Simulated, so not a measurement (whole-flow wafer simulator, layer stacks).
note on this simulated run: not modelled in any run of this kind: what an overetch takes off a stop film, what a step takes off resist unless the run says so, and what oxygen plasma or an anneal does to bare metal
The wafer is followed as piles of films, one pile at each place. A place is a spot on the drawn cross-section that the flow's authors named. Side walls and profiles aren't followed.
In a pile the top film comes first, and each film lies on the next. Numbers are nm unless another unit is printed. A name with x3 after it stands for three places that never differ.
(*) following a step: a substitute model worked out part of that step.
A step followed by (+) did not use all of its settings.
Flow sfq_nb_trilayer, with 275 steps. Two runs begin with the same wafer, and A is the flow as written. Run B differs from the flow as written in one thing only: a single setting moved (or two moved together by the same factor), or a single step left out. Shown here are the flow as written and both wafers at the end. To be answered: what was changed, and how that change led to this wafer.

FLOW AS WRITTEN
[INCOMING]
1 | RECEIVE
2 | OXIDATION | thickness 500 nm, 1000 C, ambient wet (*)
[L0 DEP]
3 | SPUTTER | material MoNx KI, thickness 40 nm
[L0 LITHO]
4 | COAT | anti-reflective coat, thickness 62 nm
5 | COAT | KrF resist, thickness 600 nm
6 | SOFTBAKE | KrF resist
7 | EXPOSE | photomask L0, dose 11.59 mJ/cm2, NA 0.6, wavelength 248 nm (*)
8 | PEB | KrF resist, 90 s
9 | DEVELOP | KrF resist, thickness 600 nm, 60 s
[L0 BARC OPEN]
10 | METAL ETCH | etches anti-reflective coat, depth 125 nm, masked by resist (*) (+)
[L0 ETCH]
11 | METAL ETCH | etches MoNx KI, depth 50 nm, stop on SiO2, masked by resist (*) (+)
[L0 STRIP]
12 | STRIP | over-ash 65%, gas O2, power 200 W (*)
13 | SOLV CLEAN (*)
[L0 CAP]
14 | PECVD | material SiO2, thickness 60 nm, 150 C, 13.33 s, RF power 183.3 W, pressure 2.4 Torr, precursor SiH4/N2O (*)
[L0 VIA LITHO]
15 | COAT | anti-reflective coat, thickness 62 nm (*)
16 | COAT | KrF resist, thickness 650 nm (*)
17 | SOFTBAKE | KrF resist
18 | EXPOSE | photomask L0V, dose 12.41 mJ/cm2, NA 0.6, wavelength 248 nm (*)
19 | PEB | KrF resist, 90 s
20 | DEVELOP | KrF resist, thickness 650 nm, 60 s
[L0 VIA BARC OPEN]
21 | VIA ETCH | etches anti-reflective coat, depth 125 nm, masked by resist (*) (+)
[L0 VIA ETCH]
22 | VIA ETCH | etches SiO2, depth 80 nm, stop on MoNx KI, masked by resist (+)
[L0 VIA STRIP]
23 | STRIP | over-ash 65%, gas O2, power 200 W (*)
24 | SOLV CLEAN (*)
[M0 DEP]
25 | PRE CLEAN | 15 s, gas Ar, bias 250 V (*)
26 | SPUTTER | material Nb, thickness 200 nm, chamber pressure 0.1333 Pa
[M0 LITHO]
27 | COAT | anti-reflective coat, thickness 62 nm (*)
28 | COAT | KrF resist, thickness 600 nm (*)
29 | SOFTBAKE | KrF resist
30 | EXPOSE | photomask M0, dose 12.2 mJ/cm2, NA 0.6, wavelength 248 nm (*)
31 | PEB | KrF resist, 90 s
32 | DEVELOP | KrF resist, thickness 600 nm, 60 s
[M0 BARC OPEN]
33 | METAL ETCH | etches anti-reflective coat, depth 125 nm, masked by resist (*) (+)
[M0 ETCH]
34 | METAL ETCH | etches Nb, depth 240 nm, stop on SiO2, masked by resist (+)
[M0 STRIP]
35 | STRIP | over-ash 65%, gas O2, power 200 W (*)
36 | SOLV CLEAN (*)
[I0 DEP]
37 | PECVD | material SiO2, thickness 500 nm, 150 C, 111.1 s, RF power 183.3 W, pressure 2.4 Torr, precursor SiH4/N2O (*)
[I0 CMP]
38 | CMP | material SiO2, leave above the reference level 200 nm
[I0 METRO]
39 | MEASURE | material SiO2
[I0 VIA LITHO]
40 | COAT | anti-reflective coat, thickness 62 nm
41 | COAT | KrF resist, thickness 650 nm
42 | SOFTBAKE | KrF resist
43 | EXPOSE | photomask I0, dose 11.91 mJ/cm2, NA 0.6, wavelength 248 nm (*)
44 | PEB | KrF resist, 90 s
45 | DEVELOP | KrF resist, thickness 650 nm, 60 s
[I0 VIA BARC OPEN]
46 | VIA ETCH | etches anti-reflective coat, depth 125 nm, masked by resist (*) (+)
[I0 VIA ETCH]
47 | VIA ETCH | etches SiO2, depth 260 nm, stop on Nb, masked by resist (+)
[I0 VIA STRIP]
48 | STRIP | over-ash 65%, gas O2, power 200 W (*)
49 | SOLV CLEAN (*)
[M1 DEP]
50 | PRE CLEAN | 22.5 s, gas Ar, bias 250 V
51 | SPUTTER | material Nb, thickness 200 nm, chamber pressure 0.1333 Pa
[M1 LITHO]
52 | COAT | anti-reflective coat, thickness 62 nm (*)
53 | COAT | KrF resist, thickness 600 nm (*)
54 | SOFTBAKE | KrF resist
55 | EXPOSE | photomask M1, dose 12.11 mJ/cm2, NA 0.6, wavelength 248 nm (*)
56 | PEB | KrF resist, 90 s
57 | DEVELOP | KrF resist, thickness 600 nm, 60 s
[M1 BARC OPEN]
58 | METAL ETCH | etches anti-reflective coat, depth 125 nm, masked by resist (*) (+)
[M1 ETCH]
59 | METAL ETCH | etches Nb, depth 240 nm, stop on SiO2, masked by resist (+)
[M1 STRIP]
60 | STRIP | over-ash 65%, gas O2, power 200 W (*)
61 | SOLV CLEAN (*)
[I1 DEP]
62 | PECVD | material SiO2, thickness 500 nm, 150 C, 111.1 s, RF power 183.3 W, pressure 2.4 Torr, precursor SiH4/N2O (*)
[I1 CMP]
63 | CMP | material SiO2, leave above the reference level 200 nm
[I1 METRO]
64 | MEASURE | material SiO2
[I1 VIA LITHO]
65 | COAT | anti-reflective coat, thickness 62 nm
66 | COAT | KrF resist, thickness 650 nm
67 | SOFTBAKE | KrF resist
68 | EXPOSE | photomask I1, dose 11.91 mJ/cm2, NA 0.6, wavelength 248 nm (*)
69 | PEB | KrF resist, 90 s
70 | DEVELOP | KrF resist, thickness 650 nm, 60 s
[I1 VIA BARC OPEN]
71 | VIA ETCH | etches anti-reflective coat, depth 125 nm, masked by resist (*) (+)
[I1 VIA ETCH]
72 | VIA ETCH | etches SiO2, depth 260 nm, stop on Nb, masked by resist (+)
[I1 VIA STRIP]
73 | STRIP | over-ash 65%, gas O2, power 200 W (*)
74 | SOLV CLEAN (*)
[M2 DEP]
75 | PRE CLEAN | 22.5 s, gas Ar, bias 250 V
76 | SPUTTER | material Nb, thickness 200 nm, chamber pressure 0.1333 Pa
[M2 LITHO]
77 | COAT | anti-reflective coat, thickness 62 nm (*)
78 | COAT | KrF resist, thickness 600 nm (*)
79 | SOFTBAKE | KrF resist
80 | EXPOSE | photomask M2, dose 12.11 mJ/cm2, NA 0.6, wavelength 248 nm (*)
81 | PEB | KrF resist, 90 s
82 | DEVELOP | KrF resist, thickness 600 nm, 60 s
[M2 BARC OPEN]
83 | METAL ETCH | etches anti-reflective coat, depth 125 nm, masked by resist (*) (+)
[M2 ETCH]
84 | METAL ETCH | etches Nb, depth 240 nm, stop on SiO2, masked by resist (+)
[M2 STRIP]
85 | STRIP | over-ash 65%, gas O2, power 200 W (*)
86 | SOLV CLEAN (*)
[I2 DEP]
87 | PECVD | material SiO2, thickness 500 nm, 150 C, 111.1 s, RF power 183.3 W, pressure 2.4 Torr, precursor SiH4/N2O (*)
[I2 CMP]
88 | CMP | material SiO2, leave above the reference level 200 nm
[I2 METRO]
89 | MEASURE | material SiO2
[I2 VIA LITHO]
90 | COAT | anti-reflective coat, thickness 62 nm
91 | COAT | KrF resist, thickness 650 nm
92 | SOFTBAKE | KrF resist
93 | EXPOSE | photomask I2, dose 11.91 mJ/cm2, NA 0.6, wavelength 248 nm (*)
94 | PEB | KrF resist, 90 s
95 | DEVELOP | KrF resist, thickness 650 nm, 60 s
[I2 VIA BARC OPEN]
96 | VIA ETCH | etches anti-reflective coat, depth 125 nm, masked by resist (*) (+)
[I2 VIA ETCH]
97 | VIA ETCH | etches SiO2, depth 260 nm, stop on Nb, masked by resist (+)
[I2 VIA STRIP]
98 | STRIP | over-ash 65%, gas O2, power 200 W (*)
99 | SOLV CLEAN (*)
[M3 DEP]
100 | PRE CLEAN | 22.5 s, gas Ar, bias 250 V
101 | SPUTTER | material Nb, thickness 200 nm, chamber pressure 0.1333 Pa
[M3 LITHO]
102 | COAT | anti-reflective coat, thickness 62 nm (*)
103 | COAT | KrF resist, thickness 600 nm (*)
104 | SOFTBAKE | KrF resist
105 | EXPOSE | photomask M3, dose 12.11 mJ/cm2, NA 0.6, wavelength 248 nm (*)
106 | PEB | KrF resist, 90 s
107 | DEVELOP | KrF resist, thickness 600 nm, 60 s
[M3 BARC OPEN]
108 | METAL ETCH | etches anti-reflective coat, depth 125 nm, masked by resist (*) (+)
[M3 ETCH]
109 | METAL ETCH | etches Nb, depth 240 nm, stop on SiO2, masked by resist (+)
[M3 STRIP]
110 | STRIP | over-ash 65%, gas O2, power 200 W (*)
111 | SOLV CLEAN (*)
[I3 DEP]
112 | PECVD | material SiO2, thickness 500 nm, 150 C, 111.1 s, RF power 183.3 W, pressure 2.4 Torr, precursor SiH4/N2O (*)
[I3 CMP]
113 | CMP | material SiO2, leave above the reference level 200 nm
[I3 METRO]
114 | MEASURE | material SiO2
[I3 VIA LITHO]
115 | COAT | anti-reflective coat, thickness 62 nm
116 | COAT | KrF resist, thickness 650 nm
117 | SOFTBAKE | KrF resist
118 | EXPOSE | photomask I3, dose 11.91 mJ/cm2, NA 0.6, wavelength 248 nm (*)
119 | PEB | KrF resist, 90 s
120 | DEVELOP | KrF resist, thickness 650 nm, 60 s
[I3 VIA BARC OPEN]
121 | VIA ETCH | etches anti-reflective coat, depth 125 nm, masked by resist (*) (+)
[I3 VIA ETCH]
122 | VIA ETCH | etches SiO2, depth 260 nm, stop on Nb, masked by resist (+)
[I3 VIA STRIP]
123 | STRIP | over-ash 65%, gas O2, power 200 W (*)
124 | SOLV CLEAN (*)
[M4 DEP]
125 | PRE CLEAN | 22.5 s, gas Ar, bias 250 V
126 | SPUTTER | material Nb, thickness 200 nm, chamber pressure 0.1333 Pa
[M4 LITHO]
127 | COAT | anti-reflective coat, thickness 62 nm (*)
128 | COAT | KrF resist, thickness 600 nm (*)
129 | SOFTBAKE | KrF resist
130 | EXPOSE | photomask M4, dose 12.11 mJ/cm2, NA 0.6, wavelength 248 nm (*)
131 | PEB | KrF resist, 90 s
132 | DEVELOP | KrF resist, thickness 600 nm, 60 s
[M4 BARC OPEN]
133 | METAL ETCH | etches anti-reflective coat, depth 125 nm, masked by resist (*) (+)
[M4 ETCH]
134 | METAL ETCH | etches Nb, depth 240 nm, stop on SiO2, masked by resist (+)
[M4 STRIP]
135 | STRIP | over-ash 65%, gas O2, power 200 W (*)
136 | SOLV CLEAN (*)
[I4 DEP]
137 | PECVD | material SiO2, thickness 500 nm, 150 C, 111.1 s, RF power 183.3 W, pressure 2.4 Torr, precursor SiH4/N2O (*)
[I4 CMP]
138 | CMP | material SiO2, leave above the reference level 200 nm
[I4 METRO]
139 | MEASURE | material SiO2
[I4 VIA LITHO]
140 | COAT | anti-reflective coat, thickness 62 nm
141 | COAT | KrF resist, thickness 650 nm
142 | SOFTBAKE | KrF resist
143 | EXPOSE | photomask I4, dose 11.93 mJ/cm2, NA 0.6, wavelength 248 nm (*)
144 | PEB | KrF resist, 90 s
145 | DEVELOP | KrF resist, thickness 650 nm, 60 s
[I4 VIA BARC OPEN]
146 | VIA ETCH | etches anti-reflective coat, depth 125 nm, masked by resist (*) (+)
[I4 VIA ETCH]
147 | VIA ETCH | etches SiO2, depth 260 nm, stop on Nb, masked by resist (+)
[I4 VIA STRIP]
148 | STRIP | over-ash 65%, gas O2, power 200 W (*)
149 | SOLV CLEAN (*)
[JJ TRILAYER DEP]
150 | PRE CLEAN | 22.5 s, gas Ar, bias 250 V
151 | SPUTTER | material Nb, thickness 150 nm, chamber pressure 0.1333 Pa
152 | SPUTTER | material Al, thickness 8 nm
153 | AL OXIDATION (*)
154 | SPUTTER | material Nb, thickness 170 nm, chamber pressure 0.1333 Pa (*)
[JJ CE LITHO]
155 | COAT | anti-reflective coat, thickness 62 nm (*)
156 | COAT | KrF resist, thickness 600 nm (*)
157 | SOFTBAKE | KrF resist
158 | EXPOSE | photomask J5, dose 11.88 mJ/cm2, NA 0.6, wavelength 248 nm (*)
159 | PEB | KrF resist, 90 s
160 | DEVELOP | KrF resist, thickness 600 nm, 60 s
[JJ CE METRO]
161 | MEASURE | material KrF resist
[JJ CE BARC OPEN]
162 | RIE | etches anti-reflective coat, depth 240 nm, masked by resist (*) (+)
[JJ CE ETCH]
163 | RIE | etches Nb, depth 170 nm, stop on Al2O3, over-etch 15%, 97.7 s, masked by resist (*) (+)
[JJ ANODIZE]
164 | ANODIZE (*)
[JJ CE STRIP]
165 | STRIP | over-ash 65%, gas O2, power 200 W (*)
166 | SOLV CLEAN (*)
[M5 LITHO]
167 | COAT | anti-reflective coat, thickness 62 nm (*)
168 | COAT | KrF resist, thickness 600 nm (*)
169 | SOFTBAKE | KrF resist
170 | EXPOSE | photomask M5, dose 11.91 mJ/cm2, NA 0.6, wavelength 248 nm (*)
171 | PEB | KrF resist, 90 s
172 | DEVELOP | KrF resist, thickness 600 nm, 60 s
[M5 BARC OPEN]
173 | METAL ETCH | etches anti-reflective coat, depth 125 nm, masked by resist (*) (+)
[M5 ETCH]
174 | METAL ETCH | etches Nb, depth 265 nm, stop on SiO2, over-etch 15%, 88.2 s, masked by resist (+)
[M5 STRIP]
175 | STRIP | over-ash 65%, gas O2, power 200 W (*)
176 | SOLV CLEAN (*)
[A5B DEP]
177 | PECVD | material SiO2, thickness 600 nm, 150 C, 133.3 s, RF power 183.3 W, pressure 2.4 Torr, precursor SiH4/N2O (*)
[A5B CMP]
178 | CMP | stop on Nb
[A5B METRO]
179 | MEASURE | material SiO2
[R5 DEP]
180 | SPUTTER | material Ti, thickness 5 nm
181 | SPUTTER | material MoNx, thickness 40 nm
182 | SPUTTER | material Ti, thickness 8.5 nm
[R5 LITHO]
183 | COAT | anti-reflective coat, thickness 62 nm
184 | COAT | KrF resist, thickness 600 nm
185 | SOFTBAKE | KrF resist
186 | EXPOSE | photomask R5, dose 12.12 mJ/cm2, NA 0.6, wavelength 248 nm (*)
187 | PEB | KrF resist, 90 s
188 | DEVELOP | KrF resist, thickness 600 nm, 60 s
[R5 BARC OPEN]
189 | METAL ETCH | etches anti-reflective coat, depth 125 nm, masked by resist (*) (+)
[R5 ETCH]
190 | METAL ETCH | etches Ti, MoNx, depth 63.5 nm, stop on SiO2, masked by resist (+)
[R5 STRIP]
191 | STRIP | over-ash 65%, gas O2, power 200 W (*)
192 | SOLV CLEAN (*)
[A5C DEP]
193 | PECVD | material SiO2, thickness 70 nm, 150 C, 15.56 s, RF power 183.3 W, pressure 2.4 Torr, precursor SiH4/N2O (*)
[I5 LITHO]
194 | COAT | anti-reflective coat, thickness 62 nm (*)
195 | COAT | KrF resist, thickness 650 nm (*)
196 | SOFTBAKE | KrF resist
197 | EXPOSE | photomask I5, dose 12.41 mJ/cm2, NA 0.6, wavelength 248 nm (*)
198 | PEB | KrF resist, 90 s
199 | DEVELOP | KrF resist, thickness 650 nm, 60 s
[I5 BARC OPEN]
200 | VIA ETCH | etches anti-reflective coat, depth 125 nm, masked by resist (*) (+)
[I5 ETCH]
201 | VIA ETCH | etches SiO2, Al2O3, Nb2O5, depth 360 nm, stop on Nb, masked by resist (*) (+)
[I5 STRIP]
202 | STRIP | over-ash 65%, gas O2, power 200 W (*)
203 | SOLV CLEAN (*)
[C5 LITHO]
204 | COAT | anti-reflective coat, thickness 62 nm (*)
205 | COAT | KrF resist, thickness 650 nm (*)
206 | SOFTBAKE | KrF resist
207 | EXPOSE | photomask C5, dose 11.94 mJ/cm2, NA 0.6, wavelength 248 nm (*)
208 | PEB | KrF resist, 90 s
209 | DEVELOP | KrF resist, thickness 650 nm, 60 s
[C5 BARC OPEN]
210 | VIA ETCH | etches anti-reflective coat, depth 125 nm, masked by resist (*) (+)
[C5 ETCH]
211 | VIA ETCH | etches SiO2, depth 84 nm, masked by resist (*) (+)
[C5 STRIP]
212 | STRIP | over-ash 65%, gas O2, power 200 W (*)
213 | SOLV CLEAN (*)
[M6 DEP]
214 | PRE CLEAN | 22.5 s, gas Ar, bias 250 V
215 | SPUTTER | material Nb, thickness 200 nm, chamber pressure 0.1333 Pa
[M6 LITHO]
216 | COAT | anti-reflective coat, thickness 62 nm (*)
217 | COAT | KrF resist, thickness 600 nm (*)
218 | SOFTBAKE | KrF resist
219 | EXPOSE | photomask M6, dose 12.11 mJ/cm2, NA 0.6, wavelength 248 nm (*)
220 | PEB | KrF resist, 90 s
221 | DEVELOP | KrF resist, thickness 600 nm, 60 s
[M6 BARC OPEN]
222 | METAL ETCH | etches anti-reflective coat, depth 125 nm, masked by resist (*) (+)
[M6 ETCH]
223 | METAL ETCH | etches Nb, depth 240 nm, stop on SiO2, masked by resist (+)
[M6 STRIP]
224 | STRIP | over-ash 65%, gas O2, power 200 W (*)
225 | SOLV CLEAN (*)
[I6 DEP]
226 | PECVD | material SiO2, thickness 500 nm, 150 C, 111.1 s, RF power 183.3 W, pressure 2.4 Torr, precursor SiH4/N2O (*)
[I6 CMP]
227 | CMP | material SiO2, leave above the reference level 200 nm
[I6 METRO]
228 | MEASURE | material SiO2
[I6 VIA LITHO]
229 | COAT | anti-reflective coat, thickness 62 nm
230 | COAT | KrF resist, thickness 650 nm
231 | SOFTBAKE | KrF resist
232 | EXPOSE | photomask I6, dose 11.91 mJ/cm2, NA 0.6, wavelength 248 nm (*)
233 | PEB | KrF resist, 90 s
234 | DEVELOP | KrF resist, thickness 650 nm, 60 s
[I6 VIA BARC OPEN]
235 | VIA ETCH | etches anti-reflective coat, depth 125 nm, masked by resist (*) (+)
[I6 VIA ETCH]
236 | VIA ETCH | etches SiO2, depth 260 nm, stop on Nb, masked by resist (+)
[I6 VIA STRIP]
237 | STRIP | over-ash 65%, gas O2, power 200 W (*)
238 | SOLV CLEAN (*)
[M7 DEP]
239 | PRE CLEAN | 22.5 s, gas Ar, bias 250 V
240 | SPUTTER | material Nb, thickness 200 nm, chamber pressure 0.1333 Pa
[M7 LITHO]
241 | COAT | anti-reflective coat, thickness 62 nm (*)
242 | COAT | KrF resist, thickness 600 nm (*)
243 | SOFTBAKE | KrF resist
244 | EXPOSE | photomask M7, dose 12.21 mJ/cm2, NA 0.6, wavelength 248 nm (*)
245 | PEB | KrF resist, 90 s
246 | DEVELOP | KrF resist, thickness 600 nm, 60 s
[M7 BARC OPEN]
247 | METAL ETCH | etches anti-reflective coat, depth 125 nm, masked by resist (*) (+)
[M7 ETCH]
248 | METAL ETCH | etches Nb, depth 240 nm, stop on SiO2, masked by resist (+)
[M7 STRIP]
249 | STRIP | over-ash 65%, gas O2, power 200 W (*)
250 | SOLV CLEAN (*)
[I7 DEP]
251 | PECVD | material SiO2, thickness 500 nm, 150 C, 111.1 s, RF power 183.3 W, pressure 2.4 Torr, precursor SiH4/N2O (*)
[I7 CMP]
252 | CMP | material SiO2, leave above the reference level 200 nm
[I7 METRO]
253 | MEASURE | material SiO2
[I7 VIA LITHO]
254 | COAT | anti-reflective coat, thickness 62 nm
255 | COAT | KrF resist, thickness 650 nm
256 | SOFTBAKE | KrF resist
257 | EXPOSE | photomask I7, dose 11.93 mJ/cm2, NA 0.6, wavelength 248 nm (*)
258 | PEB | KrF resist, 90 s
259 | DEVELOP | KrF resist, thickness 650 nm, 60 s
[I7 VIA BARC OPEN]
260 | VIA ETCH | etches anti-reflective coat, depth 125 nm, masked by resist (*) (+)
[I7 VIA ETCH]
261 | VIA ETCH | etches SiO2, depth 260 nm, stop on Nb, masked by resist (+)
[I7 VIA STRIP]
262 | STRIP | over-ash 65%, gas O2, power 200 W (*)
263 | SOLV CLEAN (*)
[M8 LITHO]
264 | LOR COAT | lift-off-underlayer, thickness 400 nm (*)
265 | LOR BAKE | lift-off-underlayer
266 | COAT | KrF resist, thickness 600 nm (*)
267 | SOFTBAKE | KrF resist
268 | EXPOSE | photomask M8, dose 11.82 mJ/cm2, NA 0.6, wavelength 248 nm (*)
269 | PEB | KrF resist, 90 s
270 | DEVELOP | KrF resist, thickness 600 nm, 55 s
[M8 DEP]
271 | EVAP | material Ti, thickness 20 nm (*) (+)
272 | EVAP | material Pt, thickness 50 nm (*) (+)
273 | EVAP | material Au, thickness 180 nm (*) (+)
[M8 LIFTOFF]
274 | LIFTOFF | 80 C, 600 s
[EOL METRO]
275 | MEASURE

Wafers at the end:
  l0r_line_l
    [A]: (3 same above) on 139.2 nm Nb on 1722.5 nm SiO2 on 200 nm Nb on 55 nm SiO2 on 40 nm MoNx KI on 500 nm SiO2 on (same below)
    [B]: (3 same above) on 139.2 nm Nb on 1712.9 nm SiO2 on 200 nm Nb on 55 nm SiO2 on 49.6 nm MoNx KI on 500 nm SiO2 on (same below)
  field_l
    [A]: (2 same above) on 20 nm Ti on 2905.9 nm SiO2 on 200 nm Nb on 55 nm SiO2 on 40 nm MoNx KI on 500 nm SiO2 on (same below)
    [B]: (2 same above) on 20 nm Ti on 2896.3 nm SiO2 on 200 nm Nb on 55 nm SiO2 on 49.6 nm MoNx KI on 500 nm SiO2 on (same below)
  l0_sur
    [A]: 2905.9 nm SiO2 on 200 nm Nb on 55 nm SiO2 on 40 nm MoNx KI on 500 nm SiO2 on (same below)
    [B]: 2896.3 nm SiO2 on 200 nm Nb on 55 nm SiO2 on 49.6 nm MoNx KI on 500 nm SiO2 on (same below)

Cause: step 3, SPUTTER: thickness 49.6 nm was run, while the flow as written has thickness 40 nm.
The wafer itself shows it: l0r_line_l has MoNx KI 49.6, and step 3 as written asks for 40 nm.

The path from the change to this, step by step:
  3 | SPUTTER | material MoNx KI, thickness 40 nm
      field_l, v_sur, via_wl and 103 more: A MoNx KI gains 40 (new film) | B MoNx KI gains 49.6 (new film)
  11 | METAL ETCH | etches MoNx KI, depth 50 nm, stop on SiO2, masked by resist (*) (+)
      v_sur, via_wl, via_w and 97 more: A MoNx KI loses 40 (all of it) | B MoNx KI loses 49.6 (all of it)
  15 | COAT | anti-reflective coat, thickness 62 nm (*)
      v_sur: A anti-reflective coat gains 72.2 (new film) | B anti-reflective coat gains 74.8 (new film)
      l0_sur: A anti-reflective coat gains 54.2 (new film) | B anti-reflective coat gains 52.9 (new film)
      (as well as at 1 more place)
  23 | STRIP | over-ash 65%, gas O2, power 200 W (*)
      v_sur: A KrF resist loses 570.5 (all of it), anti-reflective coat loses 72.2 (all of it) | B KrF resist loses 572.9 (all of it), anti-reflective coat loses 74.8 (all of it)
      l0_sur: A KrF resist loses 552.8 (all of it), anti-reflective coat loses 54.2 (all of it) | B KrF resist loses 550.7 (all of it), anti-reflective coat loses 52.9 (all of it)
      (as well as at 1 more place)
  27 | COAT | anti-reflective coat, thickness 62 nm (*)
      v_sur: A anti-reflective coat gains 72.3 (new film) | B anti-reflective coat gains 75 (new film)
      l0r_space_c: A anti-reflective coat gains 78 (new film) | B anti-reflective coat gains 81.9 (new film)
  35 | STRIP | over-ash 65%, gas O2, power 200 W (*)
      v_sur: A KrF resist loses 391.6 (all of it), anti-reflective coat loses 72.3 (all of it) | B KrF resist loses 393.8 (all of it), anti-reflective coat loses 75 (all of it)
      l0r_space_c: A KrF resist loses 397.6 (all of it), anti-reflective coat loses 78 (all of it) | B KrF resist loses 401.3 (all of it), anti-reflective coat loses 81.9 (all of it)
  38 | CMP | material SiO2, leave above the reference level 200 nm
      field_l, l0_sur, l0r_line_l, l0r_line_c, l0r_line_r: A SiO2 loses 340 | B SiO2 loses 349.6
      l0v: A SiO2 loses 277.8 | B SiO2 loses 287.4
